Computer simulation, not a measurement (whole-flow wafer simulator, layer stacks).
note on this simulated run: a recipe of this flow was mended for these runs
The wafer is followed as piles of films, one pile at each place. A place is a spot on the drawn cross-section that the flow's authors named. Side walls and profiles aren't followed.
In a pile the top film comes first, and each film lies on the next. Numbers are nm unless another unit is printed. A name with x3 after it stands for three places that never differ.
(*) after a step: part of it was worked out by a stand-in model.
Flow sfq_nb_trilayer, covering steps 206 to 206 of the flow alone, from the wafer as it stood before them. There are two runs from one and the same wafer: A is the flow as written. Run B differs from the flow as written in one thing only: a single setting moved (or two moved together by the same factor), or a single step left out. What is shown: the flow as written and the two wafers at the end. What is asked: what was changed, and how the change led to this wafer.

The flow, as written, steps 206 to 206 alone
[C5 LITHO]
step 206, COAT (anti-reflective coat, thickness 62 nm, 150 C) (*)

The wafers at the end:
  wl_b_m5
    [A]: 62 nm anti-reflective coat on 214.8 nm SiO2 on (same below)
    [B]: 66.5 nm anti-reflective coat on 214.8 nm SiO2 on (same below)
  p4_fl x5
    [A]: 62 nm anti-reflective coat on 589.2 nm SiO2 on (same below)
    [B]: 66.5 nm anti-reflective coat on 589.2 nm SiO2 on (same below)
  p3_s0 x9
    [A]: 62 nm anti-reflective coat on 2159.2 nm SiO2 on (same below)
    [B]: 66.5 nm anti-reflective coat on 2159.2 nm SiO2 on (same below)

The reason: step 206, COAT: thickness 66.5 nm was run, whereas the flow has thickness 62 nm.
The wafer itself shows it: wl_b_m5 has anti-reflective coat 66.5, and step 206 as written asks for 62 nm.

Step by step, how the change led to this:
  step 206, COAT (anti-reflective coat, thickness 62 nm, 150 C) (*)
      p4_fl x5, p4_w1 x9, p3_s0 x9 and 42 more: A anti-reflective coat gains 62 (new film) | B anti-reflective coat gains 66.5 (new film)
      r5r_line_l, r5r_line_c, r5r_line_r: A anti-reflective coat gains 35.5 (new film) | B anti-reflective coat gains 40 (new film)
      (also at 38 further places)
